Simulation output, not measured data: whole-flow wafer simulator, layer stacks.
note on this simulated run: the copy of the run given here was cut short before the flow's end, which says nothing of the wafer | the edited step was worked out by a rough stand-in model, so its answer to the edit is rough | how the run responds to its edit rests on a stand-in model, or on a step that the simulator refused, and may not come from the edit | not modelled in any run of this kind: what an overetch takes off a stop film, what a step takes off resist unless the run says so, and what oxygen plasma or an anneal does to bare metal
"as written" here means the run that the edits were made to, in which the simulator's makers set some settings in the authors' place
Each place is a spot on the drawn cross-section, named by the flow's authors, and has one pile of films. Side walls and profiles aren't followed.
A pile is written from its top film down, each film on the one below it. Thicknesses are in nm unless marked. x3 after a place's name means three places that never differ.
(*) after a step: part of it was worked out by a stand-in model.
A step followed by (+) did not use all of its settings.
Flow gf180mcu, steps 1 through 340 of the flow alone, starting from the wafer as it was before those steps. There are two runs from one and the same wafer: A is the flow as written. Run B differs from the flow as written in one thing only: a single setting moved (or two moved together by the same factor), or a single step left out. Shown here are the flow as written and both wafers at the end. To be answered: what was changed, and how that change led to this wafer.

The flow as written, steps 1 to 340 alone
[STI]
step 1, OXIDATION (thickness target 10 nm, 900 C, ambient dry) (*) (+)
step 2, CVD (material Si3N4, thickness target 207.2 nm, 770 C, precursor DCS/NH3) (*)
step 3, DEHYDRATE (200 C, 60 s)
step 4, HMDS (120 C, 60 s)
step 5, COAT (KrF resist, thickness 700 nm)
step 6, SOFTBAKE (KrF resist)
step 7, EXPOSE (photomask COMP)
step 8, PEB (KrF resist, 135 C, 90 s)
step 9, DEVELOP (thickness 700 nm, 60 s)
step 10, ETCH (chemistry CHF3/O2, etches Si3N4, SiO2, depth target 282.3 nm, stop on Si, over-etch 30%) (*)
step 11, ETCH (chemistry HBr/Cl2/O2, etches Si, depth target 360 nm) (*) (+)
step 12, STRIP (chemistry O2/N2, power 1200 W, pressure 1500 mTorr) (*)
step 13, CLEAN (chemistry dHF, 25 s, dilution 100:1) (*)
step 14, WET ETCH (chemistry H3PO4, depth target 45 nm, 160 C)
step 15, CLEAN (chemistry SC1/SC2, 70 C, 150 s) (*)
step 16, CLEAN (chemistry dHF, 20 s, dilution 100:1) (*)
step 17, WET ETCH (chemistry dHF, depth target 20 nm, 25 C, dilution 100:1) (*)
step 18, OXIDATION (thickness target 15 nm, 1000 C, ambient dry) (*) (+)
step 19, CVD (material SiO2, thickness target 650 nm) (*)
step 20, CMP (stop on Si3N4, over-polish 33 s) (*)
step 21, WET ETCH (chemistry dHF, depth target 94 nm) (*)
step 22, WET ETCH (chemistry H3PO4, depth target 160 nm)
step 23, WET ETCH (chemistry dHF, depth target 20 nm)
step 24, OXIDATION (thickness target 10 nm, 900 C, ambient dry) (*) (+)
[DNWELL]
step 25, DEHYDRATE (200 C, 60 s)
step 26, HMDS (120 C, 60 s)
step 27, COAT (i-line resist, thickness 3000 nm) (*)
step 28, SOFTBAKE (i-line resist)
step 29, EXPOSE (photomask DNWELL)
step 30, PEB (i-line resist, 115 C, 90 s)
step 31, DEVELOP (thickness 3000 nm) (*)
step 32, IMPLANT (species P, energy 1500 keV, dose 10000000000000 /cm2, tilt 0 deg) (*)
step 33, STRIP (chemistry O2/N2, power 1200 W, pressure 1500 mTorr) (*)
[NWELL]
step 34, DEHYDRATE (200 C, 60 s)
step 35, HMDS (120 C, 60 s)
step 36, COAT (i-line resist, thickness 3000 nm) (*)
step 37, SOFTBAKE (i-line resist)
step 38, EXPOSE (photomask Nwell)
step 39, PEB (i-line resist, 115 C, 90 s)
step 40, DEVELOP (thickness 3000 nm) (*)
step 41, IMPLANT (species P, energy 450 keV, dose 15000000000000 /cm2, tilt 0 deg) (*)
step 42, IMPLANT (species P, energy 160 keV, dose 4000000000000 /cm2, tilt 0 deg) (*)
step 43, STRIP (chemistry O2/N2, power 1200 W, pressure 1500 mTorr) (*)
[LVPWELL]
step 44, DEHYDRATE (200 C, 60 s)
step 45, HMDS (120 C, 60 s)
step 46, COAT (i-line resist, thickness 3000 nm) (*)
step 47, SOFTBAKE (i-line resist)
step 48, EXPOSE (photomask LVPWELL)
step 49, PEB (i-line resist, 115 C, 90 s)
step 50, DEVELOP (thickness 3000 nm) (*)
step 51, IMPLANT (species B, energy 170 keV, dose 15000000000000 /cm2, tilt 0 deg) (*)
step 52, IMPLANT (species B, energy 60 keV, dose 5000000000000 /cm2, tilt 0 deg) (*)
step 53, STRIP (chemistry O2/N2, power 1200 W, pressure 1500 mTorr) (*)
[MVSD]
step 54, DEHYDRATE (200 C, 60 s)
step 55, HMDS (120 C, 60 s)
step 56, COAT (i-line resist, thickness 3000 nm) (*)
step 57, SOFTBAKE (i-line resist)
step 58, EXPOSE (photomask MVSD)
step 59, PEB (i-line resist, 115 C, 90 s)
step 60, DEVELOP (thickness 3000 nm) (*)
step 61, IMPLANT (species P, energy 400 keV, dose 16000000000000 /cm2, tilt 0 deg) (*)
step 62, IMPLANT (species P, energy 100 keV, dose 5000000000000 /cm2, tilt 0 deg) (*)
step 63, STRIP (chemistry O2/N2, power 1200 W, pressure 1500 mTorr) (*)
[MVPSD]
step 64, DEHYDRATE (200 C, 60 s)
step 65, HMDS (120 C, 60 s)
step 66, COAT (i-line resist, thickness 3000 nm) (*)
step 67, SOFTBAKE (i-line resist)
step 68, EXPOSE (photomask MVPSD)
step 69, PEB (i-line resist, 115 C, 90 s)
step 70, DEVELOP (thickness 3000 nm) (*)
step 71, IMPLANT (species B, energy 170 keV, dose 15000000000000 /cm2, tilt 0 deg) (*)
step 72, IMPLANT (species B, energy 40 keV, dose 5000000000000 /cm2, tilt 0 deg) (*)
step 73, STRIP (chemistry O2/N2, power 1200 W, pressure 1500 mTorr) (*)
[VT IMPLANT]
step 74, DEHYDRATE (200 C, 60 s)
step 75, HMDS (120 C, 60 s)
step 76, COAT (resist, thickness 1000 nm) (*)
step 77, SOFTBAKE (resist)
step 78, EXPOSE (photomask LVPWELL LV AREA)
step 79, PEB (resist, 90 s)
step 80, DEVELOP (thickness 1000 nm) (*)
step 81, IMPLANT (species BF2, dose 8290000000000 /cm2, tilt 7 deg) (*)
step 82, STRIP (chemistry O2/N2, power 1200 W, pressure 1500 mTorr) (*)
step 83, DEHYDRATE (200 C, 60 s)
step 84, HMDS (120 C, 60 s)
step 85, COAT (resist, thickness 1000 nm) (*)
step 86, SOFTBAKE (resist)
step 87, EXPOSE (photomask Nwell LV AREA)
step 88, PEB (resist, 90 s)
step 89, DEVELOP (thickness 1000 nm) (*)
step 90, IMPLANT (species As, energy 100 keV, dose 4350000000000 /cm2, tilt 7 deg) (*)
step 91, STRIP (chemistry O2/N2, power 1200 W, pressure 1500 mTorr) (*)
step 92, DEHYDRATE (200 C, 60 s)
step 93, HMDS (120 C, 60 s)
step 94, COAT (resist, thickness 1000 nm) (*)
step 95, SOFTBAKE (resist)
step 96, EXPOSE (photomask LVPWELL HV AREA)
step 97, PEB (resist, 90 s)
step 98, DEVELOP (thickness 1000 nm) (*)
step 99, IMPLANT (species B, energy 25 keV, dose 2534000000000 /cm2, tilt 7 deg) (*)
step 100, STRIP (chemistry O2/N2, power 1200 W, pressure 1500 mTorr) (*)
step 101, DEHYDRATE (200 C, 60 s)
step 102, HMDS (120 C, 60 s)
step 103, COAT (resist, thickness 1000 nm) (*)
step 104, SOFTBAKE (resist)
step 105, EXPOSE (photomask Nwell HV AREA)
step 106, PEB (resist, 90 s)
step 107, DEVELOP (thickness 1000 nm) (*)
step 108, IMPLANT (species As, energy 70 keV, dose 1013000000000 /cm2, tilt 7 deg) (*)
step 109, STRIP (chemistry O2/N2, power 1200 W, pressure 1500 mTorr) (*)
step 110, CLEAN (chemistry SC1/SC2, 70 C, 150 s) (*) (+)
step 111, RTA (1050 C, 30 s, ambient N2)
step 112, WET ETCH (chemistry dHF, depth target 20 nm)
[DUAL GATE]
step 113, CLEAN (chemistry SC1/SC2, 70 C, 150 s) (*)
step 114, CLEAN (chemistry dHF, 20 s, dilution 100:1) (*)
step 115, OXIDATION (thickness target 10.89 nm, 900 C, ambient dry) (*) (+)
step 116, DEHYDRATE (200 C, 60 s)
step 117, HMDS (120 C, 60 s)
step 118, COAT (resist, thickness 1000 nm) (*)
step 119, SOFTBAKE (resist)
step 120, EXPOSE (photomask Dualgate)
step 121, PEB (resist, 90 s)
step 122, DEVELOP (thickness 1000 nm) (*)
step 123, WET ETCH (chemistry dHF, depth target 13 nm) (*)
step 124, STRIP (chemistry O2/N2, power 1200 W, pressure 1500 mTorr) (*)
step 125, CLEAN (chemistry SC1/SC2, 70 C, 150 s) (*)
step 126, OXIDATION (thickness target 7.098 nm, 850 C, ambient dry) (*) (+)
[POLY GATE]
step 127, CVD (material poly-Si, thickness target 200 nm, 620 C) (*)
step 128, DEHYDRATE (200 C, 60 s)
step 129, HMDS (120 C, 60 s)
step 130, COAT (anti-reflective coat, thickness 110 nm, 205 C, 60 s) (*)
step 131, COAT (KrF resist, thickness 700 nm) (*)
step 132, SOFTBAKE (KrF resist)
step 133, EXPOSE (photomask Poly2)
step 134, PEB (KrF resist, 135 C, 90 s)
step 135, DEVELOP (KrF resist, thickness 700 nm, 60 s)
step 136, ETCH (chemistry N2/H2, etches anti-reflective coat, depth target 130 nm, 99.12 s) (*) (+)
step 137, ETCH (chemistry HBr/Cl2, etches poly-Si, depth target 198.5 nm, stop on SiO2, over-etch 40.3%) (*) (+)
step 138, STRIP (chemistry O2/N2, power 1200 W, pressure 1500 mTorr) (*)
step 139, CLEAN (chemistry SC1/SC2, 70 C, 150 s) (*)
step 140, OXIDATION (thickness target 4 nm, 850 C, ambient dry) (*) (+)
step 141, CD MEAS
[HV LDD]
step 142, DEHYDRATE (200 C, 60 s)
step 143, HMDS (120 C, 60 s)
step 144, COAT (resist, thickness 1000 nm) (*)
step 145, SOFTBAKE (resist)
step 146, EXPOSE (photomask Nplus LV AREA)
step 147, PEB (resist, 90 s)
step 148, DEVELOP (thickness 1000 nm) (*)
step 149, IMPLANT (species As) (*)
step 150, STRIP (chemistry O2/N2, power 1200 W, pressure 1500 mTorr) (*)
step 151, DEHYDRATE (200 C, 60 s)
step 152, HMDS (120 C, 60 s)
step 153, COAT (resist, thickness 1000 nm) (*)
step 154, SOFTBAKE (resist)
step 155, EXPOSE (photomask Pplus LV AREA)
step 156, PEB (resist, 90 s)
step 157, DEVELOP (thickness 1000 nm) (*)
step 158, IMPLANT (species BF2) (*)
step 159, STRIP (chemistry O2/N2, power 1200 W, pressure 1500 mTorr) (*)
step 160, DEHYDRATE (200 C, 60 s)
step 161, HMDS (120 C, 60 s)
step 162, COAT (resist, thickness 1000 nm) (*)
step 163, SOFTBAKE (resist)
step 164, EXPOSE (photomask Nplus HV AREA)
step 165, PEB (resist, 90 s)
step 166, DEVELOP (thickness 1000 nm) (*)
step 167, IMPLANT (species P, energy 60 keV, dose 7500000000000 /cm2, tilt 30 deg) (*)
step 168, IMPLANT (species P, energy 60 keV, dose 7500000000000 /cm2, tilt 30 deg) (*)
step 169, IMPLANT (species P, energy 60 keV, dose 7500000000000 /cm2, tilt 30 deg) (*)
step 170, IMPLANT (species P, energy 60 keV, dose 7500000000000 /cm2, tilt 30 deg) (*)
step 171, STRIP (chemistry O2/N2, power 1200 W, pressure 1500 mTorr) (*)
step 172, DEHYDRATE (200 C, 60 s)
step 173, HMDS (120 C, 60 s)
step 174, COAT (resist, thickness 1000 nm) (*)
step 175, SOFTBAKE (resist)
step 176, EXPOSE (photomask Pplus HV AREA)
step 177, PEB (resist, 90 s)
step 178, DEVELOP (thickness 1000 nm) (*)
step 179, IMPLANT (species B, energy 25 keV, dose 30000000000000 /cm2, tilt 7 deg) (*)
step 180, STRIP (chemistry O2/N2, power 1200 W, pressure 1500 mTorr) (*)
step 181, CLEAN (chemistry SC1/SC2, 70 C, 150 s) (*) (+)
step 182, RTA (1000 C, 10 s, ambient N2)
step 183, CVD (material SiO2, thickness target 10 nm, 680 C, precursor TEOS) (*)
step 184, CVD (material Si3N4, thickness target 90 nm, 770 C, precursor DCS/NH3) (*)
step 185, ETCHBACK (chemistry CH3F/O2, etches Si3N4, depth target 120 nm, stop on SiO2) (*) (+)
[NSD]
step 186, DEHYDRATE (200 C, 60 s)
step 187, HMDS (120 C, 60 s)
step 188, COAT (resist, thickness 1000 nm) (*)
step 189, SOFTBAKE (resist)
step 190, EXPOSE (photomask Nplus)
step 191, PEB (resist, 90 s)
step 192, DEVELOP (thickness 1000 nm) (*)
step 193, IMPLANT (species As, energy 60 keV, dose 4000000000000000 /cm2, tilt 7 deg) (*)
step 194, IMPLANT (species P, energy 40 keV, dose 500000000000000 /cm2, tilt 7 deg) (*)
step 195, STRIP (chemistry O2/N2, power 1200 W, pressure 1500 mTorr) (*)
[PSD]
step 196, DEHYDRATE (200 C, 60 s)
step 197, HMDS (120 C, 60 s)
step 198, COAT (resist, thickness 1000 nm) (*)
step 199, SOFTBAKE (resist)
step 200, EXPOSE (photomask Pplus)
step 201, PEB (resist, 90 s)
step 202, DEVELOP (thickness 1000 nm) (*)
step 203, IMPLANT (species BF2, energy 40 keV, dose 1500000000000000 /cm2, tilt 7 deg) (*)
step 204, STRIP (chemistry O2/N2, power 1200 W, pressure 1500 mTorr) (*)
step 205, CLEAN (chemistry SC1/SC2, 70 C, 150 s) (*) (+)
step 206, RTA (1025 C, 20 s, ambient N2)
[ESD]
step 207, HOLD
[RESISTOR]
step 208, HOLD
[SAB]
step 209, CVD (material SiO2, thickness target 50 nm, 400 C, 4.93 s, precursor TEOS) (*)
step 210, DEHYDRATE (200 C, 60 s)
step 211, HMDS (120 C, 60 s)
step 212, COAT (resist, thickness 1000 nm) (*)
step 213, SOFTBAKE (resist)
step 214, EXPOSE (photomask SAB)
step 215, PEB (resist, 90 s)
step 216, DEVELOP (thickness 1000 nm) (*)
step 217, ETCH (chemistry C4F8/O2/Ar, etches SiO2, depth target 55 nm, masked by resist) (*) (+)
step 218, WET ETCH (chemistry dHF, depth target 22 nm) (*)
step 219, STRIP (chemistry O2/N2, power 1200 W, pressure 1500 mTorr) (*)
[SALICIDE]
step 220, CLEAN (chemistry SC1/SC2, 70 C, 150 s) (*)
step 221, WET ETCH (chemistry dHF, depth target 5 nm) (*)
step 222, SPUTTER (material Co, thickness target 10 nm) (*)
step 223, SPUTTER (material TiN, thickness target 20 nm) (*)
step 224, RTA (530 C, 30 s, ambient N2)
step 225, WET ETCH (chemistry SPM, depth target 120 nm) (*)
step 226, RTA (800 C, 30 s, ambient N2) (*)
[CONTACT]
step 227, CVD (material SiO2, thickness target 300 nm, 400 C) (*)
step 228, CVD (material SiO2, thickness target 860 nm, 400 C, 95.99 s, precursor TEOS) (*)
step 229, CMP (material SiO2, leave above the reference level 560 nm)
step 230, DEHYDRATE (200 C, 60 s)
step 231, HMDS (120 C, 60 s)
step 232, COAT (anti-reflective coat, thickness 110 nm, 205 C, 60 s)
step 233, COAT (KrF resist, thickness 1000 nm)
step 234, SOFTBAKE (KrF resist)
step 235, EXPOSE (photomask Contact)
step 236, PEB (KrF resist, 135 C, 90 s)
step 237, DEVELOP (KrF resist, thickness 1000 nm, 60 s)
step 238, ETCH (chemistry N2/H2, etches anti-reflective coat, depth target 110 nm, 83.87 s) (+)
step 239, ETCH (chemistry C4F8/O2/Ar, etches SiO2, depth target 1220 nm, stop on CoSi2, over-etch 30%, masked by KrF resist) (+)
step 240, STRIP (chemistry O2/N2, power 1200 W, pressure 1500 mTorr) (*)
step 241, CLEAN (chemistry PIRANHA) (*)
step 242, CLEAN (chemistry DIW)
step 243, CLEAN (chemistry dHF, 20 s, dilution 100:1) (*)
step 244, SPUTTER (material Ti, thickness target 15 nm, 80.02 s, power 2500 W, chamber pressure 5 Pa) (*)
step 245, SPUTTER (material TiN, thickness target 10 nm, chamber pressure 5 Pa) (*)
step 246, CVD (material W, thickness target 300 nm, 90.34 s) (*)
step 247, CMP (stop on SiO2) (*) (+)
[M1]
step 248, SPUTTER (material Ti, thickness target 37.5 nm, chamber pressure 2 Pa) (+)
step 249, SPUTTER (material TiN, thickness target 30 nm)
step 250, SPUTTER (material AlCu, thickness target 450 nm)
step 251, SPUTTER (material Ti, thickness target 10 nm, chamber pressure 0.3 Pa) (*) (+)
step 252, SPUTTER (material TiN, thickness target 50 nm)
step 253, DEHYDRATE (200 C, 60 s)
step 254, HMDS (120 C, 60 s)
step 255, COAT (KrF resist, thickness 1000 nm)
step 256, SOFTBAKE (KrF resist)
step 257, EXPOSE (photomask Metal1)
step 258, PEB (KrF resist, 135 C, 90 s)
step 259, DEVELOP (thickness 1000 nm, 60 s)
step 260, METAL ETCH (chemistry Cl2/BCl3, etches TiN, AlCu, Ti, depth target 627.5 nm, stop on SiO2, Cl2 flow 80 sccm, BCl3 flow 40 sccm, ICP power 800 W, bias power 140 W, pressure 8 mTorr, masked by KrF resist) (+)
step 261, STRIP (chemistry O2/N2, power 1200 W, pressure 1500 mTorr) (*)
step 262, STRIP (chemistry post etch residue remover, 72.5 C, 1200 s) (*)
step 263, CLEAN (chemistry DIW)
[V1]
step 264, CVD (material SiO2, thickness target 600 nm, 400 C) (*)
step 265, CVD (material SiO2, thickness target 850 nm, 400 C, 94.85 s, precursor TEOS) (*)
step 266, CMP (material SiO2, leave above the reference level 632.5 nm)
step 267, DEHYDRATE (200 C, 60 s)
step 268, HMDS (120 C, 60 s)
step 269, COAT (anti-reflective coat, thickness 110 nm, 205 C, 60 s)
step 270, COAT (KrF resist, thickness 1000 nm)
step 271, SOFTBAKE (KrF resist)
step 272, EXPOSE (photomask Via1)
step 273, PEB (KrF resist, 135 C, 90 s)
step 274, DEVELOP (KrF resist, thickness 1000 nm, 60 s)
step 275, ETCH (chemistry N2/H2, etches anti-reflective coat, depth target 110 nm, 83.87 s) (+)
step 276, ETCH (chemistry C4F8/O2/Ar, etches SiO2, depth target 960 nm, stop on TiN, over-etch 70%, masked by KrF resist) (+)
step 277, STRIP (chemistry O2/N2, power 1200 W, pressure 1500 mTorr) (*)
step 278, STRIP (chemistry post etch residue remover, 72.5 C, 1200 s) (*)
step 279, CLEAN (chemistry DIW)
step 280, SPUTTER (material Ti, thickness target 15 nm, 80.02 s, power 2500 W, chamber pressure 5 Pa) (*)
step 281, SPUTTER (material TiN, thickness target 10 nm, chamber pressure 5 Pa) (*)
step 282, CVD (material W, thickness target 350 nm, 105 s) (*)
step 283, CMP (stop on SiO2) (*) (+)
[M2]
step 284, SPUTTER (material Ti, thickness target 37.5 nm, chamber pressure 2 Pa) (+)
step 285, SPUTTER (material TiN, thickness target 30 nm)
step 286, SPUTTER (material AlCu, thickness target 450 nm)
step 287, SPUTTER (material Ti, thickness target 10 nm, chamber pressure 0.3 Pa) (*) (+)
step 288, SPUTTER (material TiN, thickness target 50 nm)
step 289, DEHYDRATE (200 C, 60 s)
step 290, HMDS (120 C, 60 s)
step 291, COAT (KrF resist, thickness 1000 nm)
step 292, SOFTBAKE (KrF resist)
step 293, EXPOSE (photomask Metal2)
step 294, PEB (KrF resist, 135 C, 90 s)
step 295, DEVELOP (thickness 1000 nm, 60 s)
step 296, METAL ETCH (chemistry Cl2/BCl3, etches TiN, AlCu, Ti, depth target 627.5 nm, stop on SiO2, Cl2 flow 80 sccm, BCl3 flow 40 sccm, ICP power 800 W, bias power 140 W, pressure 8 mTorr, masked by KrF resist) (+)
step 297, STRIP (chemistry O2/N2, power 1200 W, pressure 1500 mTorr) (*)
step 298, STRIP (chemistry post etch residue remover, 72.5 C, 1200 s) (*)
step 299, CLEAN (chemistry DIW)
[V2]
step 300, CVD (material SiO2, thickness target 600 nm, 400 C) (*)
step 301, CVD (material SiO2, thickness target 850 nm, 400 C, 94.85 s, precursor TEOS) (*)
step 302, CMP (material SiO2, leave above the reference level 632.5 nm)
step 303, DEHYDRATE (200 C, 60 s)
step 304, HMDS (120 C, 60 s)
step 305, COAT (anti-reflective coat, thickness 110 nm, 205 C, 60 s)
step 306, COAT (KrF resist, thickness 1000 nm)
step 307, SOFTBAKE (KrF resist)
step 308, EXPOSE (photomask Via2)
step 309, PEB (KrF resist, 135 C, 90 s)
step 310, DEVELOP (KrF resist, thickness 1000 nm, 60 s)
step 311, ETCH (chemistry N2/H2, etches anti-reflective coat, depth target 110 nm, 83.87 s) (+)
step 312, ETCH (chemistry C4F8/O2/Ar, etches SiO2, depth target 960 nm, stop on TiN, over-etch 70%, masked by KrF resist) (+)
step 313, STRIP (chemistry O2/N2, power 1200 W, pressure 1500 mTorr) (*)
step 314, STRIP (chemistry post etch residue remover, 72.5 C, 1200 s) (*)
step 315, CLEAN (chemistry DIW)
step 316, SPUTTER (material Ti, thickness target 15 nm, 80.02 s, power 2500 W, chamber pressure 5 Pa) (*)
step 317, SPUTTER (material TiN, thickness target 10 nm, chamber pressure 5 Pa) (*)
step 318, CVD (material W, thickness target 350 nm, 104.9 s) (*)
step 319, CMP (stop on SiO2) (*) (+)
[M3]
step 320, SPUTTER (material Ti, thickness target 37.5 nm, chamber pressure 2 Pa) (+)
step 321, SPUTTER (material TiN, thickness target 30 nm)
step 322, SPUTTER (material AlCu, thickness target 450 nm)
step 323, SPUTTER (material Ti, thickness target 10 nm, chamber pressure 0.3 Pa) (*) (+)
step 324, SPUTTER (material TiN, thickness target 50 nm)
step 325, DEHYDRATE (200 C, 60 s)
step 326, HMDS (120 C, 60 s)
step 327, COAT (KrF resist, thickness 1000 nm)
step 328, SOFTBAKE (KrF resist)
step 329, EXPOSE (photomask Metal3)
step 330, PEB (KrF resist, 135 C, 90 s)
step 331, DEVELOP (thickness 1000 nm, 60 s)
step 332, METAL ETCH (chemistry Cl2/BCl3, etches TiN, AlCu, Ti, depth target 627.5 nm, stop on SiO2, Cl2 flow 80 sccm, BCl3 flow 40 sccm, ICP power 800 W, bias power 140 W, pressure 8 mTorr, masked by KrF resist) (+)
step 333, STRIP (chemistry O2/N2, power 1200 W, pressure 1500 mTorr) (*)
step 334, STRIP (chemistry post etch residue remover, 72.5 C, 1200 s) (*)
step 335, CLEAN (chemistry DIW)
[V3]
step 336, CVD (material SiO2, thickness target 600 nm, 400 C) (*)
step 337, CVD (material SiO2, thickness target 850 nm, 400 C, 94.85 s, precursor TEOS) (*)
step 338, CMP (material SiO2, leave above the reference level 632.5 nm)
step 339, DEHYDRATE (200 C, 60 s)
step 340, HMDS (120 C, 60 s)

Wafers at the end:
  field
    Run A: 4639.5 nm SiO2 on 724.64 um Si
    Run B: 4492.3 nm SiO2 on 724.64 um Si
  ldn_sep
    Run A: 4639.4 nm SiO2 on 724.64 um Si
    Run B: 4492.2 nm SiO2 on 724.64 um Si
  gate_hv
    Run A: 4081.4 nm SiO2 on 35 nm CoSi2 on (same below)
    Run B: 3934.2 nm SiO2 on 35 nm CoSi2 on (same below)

Cause: step 337, CVD: 43.87 s was run, while the flow as written has 94.85 s.

How this came from the change, step by step:
  step 337, CVD (material SiO2, thickness target 850 nm, 400 C, 94.85 s, precursor TEOS) (*)
      field, field__w1, field__w2 and 108 more: A +850 SiO2 | B +402.8 SiO2
  step 338, CMP (material SiO2, leave above the reference level 632.5 nm)
      field, field__w1, field__w2 and 103 more: A -300 SiO2 | B nothing
      field__w8, contact, m1, m1__w1, m1_nw: A -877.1 SiO2 | B -429.9 SiO2
